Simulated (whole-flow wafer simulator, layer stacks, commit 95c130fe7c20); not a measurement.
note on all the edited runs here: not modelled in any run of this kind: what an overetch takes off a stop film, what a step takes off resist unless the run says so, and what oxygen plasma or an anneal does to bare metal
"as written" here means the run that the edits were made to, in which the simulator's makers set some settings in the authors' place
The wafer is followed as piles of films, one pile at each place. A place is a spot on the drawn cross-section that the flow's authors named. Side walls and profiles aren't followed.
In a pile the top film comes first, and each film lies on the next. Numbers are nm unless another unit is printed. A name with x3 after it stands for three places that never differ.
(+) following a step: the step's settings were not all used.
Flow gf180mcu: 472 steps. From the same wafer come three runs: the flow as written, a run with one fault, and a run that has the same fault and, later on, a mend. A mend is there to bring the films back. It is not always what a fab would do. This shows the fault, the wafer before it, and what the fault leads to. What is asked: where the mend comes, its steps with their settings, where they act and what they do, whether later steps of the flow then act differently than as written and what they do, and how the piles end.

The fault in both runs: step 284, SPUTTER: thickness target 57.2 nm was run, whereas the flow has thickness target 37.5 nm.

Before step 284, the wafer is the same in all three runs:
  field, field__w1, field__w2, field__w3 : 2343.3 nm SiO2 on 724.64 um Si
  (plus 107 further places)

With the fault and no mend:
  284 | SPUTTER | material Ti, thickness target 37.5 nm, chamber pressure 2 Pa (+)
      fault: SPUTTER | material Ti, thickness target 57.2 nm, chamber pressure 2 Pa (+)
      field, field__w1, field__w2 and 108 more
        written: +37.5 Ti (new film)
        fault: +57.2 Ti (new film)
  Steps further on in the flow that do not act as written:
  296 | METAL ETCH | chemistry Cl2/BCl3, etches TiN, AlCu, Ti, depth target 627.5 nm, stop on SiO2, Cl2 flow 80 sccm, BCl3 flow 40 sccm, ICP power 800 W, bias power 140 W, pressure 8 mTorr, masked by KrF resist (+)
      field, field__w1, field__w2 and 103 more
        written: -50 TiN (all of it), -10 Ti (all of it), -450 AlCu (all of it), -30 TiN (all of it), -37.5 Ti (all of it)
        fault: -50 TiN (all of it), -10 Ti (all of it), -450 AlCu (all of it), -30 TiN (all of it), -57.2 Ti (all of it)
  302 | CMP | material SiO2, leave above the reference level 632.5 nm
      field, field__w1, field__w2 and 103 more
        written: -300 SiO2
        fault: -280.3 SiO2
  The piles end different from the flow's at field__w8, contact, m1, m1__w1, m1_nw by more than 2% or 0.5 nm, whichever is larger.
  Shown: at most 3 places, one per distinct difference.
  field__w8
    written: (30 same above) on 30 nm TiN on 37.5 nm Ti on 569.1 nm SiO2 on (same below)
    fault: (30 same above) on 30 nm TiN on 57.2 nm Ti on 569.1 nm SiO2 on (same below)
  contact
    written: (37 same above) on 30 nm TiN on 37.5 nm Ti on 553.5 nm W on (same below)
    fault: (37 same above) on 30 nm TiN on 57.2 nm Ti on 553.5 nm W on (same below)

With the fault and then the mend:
  After step 295 comes the mend.
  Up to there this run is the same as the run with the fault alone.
  296 | METAL ETCH | chemistry Cl2/BCl3, etches TiN, AlCu, Ti, depth target 647.2 nm, stop on SiO2, Cl2 flow 80 sccm, BCl3 flow 40 sccm, ICP power 800 W, bias power 140 W, pressure 8 mTorr, masked by KrF resist (+) (the flow's step 296, where the flow has depth target 627.5 nm)
      field, field__w1, field__w2 and 103 more
        -50 TiN (all of it), -10 Ti (all of it), -450 AlCu (all of it), -30 TiN (all of it), -57.2 Ti (all of it)
      field__w8, contact, m1, m1__w1, m1_nw
        -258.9 KrF resist
  Steps further on in the flow that do not act as written (1 more step, not shown, differs only slightly: by at most 2% or 0.5 nm, whichever is larger):
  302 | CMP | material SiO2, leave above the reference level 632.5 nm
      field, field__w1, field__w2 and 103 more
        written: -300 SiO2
        mend: -280.3 SiO2
  The piles end different from the flow's at field__w8, contact, m1, m1__w1, m1_nw by more than 2% or 0.5 nm, whichever is larger.
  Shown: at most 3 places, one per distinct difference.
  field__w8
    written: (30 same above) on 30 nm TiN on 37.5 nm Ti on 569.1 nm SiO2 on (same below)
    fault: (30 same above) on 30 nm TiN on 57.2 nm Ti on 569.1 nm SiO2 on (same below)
    mend: (30 same above) on 30 nm TiN on 57.2 nm Ti on 569.1 nm SiO2 on (same below)
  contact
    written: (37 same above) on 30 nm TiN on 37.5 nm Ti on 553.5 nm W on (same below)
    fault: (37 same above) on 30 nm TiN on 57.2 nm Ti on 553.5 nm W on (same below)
    mend: (37 same above) on 30 nm TiN on 57.2 nm Ti on 553.5 nm W on (same below)
